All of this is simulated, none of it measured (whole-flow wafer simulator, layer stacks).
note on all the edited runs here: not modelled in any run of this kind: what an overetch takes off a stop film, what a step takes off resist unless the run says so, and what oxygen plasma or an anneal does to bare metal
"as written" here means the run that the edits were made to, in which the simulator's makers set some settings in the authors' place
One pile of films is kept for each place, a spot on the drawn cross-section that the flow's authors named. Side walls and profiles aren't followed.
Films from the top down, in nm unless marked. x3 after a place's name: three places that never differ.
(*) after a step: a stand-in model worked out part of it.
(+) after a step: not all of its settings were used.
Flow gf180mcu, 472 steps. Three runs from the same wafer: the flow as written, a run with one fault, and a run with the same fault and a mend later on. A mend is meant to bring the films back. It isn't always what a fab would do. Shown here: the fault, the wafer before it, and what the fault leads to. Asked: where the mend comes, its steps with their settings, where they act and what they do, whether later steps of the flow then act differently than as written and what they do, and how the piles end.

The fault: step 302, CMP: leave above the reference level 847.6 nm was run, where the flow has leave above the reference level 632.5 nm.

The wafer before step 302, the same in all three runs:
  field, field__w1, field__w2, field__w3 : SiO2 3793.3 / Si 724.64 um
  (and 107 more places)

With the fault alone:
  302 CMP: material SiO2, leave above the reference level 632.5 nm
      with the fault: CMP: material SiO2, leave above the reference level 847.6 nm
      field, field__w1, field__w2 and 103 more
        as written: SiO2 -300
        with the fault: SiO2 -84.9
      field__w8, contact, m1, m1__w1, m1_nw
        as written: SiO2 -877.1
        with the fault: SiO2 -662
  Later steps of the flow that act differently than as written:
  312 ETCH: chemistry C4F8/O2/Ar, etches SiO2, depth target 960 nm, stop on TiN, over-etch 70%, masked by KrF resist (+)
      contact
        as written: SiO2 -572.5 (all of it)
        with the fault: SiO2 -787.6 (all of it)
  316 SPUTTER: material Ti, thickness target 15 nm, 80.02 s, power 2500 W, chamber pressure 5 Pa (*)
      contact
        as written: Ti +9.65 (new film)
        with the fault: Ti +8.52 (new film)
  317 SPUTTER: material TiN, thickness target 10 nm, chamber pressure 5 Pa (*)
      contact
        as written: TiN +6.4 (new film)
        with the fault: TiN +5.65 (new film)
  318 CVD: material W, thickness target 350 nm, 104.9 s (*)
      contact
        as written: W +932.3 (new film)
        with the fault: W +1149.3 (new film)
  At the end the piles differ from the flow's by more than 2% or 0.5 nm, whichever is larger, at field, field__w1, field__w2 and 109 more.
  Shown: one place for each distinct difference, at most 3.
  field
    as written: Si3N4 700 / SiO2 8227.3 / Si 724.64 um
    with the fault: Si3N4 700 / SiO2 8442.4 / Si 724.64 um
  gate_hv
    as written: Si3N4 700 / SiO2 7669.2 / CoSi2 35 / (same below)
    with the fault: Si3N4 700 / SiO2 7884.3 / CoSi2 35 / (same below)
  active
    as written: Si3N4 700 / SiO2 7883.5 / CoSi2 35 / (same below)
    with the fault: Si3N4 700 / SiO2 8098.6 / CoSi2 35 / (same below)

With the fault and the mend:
  The mend comes after step 302.
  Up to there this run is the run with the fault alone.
  302a CMP: material SiO2, leave above the reference level 632.5 nm (the flow's step 302 once more)
      field, field__w1, field__w2 and 108 more
        SiO2 -215.1
  No later step of the flow acts differently than as written at any place that is followed.
  At the end the piles are the same as the flow's at every place that both follow.
